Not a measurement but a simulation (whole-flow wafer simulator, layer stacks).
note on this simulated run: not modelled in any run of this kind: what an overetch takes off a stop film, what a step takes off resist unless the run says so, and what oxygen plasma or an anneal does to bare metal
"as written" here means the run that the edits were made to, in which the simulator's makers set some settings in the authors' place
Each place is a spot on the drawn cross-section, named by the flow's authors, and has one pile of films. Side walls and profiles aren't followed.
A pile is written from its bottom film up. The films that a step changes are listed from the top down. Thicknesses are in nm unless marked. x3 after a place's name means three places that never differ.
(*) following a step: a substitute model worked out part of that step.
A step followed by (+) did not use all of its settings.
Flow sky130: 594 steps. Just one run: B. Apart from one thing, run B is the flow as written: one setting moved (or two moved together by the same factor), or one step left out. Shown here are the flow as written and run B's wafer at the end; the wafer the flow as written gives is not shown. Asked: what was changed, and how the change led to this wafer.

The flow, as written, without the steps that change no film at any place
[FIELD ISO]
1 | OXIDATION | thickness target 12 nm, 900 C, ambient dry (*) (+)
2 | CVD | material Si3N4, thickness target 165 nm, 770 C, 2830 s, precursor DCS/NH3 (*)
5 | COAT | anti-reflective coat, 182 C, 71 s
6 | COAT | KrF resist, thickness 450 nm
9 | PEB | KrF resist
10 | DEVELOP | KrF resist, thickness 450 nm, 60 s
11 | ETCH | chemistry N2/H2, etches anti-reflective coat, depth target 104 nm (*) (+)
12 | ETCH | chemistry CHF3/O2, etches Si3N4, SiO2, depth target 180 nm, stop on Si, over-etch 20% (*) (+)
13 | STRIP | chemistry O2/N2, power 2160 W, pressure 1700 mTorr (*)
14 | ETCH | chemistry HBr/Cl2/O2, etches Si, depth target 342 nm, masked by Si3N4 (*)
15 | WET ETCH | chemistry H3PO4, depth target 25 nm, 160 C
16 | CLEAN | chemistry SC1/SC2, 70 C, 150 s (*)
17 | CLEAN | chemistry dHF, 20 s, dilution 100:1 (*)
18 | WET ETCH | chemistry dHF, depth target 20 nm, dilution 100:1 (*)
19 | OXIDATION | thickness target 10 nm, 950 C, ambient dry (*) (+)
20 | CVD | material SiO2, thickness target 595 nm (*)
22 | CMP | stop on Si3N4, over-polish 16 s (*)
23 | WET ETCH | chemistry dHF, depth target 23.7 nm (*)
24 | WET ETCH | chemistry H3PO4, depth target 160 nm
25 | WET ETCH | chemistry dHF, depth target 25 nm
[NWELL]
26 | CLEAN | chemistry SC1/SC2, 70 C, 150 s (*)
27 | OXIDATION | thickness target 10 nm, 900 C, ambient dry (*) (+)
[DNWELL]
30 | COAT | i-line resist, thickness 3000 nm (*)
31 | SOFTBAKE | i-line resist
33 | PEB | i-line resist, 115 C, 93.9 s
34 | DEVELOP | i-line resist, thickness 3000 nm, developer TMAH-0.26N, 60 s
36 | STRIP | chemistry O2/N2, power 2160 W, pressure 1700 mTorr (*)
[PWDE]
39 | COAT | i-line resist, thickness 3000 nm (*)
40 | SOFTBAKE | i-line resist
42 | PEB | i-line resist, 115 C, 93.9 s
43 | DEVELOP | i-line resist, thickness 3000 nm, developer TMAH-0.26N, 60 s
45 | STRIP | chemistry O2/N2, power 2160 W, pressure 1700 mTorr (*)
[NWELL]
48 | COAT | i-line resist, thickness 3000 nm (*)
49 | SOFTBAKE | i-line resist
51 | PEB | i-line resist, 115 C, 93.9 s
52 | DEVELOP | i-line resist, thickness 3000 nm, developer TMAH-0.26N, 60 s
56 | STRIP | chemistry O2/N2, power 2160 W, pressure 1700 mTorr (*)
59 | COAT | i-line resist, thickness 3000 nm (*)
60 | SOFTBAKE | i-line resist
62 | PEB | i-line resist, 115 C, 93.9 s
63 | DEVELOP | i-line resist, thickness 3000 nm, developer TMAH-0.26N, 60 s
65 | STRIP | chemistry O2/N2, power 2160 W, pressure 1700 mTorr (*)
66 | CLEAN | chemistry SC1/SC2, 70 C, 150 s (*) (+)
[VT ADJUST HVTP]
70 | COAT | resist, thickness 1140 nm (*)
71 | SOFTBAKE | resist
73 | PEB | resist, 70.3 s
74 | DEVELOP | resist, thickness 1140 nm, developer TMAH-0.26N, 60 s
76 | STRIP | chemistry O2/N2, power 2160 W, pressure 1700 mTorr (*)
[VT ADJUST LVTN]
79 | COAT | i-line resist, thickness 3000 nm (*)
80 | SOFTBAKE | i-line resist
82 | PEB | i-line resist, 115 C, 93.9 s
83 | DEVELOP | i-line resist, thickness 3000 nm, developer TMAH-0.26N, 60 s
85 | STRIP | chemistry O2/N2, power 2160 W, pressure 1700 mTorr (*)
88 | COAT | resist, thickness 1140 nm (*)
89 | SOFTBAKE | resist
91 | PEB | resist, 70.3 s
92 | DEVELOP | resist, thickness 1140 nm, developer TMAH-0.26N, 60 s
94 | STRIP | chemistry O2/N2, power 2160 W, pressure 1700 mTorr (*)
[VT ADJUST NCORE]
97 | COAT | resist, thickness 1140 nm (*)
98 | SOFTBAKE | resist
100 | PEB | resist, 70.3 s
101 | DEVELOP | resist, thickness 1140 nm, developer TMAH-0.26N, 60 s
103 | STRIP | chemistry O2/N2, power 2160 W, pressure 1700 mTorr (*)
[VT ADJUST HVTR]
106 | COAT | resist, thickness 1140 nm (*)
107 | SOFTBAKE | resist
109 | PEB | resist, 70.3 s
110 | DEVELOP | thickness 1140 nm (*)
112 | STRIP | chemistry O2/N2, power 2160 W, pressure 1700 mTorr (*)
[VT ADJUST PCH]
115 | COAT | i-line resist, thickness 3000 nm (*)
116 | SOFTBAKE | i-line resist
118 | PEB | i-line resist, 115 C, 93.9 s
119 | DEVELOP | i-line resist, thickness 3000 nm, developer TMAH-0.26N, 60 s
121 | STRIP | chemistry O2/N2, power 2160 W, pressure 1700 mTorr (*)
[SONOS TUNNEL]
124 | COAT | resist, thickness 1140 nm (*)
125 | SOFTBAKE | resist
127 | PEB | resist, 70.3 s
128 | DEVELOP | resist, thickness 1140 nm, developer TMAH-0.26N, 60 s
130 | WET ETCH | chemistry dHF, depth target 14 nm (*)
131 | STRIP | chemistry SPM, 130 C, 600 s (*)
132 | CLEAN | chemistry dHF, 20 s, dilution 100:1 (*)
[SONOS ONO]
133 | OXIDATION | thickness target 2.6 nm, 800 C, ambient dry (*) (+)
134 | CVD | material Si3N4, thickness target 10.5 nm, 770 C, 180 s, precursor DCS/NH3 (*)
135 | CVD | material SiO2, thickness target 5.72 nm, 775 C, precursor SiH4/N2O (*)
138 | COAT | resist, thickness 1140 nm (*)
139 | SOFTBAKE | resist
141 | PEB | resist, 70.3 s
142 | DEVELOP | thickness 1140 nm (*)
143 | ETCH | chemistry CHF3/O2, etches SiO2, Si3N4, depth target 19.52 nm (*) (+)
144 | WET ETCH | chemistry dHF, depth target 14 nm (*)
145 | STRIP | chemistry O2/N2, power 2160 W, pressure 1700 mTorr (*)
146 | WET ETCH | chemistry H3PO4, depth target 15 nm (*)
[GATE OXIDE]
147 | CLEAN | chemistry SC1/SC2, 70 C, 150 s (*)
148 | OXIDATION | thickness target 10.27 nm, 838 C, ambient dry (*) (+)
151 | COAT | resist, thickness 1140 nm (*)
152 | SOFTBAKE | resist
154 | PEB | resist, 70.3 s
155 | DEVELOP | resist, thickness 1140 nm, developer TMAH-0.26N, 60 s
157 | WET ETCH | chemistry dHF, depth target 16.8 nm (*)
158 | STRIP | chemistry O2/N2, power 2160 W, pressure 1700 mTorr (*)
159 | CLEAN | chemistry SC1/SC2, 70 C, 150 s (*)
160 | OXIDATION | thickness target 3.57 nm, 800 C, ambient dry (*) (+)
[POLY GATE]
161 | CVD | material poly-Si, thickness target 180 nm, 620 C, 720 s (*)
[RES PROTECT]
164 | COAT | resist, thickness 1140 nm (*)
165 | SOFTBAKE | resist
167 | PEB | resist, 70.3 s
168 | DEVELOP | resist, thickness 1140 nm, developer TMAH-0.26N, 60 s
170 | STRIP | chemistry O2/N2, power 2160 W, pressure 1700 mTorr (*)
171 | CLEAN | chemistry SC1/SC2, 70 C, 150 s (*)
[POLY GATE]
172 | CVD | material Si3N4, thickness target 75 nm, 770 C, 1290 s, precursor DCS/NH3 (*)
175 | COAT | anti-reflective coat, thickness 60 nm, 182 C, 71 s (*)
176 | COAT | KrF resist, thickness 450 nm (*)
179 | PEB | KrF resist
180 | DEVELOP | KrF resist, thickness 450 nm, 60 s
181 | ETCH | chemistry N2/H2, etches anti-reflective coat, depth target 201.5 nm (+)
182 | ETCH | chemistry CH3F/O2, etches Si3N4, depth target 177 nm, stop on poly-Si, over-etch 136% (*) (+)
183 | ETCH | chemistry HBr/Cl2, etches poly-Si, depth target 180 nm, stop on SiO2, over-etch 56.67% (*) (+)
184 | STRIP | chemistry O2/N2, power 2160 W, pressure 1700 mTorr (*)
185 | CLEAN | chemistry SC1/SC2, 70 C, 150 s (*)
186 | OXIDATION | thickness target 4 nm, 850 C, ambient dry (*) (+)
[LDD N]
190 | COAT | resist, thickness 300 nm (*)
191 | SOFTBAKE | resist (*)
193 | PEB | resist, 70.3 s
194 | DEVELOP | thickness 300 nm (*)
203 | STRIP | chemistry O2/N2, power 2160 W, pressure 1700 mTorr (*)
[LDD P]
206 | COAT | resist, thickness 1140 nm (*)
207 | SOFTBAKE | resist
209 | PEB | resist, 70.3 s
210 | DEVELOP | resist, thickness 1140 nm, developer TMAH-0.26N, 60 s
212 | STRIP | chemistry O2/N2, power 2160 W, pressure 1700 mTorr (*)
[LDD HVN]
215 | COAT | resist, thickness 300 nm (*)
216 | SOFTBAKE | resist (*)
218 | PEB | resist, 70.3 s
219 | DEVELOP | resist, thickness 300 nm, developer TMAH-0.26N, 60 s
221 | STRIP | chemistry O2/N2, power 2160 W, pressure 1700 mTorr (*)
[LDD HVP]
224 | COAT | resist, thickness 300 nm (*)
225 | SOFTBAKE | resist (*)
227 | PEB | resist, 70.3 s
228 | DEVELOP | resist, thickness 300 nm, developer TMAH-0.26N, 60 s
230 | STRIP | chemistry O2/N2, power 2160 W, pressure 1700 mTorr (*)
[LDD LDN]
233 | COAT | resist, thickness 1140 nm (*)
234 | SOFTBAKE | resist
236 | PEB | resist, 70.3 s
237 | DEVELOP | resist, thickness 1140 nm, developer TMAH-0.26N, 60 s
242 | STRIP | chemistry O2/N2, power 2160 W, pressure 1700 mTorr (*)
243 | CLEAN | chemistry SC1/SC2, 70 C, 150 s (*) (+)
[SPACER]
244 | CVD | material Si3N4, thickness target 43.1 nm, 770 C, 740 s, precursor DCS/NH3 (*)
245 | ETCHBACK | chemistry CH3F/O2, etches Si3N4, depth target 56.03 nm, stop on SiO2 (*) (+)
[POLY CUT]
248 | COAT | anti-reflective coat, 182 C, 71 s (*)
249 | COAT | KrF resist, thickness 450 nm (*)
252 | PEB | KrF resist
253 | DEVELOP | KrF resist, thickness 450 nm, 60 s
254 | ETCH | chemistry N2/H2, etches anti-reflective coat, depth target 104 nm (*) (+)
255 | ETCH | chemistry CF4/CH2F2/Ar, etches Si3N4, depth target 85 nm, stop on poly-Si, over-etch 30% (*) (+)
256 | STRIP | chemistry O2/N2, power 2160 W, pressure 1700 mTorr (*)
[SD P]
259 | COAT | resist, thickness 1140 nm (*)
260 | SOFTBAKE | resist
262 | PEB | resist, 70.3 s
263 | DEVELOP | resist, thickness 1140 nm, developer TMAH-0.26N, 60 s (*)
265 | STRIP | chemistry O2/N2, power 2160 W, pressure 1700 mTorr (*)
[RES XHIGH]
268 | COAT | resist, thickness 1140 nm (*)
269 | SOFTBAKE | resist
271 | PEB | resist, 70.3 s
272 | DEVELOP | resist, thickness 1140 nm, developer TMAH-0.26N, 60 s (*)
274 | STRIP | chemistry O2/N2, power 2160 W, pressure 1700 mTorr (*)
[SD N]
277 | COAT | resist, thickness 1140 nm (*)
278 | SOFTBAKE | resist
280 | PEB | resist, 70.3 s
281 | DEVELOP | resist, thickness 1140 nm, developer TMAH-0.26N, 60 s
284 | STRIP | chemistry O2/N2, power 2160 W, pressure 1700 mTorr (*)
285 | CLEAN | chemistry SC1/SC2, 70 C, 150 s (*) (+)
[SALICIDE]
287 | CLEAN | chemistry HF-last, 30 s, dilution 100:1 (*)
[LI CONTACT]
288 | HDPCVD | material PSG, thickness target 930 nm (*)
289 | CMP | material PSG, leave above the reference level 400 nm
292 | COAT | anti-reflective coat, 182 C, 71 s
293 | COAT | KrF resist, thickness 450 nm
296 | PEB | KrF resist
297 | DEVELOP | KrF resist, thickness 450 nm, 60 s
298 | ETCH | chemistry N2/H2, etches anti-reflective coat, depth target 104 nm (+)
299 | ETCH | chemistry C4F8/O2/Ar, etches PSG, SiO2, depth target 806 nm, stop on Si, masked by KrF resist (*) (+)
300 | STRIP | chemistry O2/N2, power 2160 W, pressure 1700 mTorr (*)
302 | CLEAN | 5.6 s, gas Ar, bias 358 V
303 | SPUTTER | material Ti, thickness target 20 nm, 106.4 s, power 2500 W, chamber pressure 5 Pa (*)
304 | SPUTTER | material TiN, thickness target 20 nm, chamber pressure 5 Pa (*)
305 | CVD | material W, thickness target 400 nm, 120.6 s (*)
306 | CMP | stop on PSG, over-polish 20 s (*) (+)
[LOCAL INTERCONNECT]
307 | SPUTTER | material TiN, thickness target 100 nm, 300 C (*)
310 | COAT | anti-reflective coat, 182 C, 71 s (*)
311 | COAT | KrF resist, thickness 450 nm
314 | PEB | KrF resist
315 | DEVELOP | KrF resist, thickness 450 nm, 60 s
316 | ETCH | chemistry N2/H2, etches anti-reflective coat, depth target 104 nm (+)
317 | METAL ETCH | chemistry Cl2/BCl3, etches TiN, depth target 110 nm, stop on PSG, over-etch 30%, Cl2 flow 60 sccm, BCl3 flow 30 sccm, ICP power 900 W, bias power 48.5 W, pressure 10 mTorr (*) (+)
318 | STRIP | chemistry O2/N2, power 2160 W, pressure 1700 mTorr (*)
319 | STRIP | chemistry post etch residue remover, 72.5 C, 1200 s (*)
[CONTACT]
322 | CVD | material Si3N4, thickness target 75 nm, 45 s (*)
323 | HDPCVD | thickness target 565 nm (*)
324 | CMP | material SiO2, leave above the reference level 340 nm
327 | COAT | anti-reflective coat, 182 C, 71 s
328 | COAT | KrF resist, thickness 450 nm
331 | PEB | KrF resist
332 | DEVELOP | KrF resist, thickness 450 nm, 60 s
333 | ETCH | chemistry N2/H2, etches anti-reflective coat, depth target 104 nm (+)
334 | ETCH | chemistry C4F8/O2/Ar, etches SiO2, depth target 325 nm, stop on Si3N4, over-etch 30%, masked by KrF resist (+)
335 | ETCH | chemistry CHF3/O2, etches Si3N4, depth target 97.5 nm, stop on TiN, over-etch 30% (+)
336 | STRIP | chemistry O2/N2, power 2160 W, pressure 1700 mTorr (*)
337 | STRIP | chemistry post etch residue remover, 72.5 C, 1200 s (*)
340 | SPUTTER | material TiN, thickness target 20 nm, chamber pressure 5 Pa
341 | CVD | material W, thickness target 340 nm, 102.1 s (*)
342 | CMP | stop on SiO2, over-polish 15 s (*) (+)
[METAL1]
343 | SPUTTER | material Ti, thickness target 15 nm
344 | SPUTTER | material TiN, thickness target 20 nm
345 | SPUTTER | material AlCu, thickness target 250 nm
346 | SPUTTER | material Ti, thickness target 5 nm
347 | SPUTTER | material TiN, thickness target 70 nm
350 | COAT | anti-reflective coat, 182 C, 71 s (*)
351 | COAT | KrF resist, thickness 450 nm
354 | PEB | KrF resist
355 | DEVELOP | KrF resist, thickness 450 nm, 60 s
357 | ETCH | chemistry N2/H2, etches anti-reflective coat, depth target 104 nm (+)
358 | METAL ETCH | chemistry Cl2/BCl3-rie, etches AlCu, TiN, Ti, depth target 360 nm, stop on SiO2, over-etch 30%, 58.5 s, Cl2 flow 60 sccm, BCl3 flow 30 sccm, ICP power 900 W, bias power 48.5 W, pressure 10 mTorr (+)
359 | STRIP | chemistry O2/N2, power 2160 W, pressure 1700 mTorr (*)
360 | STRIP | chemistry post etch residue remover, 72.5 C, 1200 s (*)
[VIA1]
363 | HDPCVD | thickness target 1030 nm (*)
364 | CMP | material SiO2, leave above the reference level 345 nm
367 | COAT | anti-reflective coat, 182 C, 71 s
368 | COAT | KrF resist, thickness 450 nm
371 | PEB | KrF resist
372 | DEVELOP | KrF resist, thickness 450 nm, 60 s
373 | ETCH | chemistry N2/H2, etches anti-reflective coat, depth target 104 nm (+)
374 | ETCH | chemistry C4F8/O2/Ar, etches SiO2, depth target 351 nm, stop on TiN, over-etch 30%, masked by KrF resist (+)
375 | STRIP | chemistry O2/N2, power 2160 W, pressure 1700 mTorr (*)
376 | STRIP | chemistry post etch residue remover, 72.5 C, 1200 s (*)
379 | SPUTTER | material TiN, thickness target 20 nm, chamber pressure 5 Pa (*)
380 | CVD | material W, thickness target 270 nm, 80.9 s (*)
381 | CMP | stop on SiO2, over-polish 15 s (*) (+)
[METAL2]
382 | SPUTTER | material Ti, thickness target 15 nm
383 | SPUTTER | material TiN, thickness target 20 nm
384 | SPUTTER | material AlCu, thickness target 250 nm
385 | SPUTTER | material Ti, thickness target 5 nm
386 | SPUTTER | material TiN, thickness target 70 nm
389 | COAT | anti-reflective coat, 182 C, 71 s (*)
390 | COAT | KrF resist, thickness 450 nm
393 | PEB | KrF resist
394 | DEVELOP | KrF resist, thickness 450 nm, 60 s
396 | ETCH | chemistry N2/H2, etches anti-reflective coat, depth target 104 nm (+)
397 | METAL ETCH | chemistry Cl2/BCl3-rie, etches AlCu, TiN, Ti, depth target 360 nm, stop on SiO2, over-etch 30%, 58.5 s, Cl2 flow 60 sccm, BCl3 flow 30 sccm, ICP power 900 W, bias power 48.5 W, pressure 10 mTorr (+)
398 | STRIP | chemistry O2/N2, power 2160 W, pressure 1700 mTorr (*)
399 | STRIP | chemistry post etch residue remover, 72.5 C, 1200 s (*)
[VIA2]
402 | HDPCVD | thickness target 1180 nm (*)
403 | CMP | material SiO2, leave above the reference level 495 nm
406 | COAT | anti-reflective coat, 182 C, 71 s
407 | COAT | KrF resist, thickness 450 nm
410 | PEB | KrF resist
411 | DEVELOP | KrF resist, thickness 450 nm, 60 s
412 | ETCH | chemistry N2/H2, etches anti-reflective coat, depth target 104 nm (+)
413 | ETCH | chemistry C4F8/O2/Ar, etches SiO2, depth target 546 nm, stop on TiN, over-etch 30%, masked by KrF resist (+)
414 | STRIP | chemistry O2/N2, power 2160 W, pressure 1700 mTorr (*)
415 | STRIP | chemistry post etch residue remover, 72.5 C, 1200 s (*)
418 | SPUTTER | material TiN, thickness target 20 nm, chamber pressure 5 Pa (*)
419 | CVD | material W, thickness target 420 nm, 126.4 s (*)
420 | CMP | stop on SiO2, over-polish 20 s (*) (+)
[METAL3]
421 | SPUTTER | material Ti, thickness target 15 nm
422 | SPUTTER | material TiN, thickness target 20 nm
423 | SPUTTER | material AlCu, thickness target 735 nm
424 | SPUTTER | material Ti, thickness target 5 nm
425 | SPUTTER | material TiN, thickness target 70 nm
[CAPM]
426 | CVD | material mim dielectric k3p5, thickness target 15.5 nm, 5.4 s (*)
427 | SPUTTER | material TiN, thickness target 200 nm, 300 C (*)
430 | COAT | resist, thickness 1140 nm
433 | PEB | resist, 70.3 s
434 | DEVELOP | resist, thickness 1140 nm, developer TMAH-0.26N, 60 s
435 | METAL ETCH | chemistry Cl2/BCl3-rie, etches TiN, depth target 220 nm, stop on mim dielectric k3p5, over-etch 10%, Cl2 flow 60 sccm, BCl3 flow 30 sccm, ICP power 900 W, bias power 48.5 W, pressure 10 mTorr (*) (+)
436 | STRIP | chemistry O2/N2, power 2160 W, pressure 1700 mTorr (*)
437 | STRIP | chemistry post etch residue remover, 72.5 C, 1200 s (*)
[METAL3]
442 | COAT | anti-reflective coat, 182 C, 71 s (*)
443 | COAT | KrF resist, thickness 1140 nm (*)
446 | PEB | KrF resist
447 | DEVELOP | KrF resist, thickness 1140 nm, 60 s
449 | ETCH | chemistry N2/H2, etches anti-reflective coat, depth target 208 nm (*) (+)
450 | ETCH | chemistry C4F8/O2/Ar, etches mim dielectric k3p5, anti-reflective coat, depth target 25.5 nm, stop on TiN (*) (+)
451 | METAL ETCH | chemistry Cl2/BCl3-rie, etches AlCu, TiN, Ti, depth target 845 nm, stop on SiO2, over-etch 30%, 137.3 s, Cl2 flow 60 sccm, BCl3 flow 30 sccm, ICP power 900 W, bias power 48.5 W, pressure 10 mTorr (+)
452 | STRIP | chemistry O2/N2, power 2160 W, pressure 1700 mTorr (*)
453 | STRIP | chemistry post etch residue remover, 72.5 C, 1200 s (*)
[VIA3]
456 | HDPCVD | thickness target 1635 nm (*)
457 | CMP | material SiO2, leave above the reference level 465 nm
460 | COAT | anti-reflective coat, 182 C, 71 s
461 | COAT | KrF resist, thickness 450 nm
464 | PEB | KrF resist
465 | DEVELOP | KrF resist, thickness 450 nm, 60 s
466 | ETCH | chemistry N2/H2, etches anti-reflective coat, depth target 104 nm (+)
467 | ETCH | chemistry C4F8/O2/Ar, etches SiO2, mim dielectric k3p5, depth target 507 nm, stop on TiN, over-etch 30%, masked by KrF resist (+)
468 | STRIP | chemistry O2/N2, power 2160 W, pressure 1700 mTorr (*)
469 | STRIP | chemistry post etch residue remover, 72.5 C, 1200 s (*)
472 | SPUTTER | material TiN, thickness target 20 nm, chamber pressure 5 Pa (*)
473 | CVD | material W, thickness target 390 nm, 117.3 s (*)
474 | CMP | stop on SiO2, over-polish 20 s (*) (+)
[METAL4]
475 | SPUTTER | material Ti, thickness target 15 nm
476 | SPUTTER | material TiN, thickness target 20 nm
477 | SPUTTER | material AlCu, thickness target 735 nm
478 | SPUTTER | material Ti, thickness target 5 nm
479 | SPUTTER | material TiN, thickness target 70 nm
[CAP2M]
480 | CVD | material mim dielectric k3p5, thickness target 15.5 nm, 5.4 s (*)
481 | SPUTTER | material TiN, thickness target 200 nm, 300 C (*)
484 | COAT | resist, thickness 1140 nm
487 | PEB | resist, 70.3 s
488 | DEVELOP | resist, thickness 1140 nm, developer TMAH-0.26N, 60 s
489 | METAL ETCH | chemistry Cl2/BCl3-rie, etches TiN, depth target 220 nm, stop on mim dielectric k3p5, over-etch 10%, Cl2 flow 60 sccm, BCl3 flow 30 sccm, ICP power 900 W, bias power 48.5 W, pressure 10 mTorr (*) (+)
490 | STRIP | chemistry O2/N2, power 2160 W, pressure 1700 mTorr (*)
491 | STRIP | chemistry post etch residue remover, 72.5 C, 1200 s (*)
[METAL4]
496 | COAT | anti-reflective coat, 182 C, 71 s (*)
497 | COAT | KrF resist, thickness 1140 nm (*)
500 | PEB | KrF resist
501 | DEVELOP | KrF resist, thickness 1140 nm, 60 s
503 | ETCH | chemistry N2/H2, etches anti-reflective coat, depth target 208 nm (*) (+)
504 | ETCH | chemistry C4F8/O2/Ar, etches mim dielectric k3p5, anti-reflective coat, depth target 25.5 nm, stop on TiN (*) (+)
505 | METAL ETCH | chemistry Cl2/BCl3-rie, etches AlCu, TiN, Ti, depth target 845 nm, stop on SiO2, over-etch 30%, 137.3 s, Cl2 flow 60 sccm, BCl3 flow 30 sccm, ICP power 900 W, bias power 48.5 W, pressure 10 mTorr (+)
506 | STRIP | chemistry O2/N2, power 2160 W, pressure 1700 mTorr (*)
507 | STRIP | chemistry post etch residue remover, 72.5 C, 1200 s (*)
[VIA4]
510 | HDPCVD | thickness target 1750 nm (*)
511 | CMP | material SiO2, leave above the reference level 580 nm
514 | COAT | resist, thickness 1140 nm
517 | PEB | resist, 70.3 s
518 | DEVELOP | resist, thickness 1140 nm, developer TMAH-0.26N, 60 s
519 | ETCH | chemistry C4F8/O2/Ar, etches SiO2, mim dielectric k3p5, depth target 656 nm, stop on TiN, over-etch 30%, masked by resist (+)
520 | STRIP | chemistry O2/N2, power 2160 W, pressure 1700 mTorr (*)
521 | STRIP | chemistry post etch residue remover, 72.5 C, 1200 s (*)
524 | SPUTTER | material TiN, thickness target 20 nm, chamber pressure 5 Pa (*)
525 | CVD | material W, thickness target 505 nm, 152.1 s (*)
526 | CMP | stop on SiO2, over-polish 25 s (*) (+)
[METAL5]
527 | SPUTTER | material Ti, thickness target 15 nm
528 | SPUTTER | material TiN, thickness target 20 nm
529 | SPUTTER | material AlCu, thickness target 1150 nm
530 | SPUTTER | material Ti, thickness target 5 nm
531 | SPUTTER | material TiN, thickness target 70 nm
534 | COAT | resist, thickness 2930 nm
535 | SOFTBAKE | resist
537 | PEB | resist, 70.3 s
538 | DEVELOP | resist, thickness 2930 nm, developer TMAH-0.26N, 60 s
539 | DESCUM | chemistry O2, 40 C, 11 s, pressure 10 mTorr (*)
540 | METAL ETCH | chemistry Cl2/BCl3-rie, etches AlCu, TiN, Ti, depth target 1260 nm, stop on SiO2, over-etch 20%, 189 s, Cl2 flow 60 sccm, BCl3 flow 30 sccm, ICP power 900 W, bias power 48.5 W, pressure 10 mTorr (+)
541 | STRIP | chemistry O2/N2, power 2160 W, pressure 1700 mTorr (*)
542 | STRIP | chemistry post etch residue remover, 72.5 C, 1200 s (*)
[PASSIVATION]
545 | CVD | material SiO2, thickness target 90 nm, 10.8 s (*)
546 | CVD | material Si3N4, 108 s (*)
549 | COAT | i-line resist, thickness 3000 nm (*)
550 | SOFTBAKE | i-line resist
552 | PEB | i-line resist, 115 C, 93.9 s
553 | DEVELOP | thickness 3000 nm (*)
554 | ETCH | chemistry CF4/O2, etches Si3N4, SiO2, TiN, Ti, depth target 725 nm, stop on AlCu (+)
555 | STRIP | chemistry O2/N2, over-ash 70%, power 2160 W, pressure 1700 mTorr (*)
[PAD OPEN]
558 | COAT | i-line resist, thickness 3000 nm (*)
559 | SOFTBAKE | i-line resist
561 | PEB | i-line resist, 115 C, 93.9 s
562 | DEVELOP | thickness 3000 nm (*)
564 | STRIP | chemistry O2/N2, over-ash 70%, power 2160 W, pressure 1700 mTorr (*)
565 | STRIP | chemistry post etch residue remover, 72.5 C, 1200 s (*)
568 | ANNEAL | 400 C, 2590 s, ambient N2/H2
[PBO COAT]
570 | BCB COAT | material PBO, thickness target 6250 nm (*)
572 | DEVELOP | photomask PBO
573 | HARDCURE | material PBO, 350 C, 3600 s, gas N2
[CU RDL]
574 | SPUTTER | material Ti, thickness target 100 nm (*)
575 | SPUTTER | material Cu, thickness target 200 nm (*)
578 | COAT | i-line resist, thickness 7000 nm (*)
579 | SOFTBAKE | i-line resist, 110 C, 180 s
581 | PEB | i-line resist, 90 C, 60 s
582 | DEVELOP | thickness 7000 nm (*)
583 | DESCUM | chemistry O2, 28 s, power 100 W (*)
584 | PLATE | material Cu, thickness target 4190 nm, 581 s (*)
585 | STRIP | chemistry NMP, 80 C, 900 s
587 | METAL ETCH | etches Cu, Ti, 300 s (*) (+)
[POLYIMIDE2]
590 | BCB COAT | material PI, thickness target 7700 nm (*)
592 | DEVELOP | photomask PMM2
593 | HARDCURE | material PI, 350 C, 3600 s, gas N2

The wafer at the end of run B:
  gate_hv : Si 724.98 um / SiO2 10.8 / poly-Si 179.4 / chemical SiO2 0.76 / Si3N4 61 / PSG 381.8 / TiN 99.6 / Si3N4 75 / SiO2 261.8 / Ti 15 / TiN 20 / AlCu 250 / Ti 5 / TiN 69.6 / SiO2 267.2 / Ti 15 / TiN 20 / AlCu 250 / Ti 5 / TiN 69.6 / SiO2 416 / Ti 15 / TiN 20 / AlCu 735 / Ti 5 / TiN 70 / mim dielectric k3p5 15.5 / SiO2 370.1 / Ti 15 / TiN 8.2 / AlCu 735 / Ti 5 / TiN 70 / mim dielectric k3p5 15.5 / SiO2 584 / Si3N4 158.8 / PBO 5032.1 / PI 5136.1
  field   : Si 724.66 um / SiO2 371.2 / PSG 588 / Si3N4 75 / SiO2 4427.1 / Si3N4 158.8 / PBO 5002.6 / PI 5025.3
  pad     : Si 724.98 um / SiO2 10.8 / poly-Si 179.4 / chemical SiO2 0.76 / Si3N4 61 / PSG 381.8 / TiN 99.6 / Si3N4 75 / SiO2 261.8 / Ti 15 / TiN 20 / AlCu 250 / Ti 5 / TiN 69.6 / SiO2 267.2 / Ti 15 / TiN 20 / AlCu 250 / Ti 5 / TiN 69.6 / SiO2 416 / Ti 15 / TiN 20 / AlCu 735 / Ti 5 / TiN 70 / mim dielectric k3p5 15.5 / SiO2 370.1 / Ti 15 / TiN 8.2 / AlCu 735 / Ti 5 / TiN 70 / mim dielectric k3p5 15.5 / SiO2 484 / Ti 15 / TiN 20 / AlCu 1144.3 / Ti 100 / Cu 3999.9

Cause: step 476, SPUTTER: thickness target 8.2 nm was run, whereas the flow has thickness target 20 nm.
One can read it off the wafer: gate_hv has TiN 8.2, and step 476 as written asks for 20 nm.

How this came from the change, step by step:
  476 | SPUTTER | material TiN, thickness target 20 nm
      field, active, n_well and 189 more: +8.2 TiN (new film) (it would be, as written: +20 TiN (new film))
  505 | METAL ETCH | chemistry Cl2/BCl3-rie, etches AlCu, TiN, Ti, depth target 845 nm, stop on SiO2, over-etch 30%, 137.3 s, Cl2 flow 60 sccm, BCl3 flow 30 sccm, ICP power 900 W, bias power 48.5 W, pressure 10 mTorr (+)
      field, gate, spacer and 68 more: -70 TiN (all of it), -5 Ti (all of it), -735 AlCu (all of it), -8.2 TiN (all of it), -15 Ti (all of it), -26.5 SiO2 (it would be, as written: -70 TiN (all of it), -5 Ti (all of it), -735 AlCu (all of it), -20 TiN (all of it), -15 Ti (all of it), -25.4 SiO2)
      active, vpp_iso1, mim_edge_plate and 14 more: -70 TiN (all of it), -5 Ti (all of it), -735 AlCu (all of it), -8.2 TiN (all of it), -15 Ti (all of it), -26.5 SiO2 (it would be, as written: -70 TiN (all of it), -5 Ti (all of it), -735 AlCu (all of it), -20 TiN (all of it), -15 Ti (all of it), -25.3 SiO2)
  511 | CMP | material SiO2, leave above the reference level 580 nm
      field, active, gate and 77 more: -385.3 SiO2 (it would be, as written: -374.7 SiO2)
      iso_guard__w1, mim_edge_gap, vpp_l1ln, vpp_m3ln, rpm_encl, via2_enc, rpm_encl_psd, iso_guard_nsd_tip: -385.3 SiO2 (it would be, as written: -374.6 SiO2)
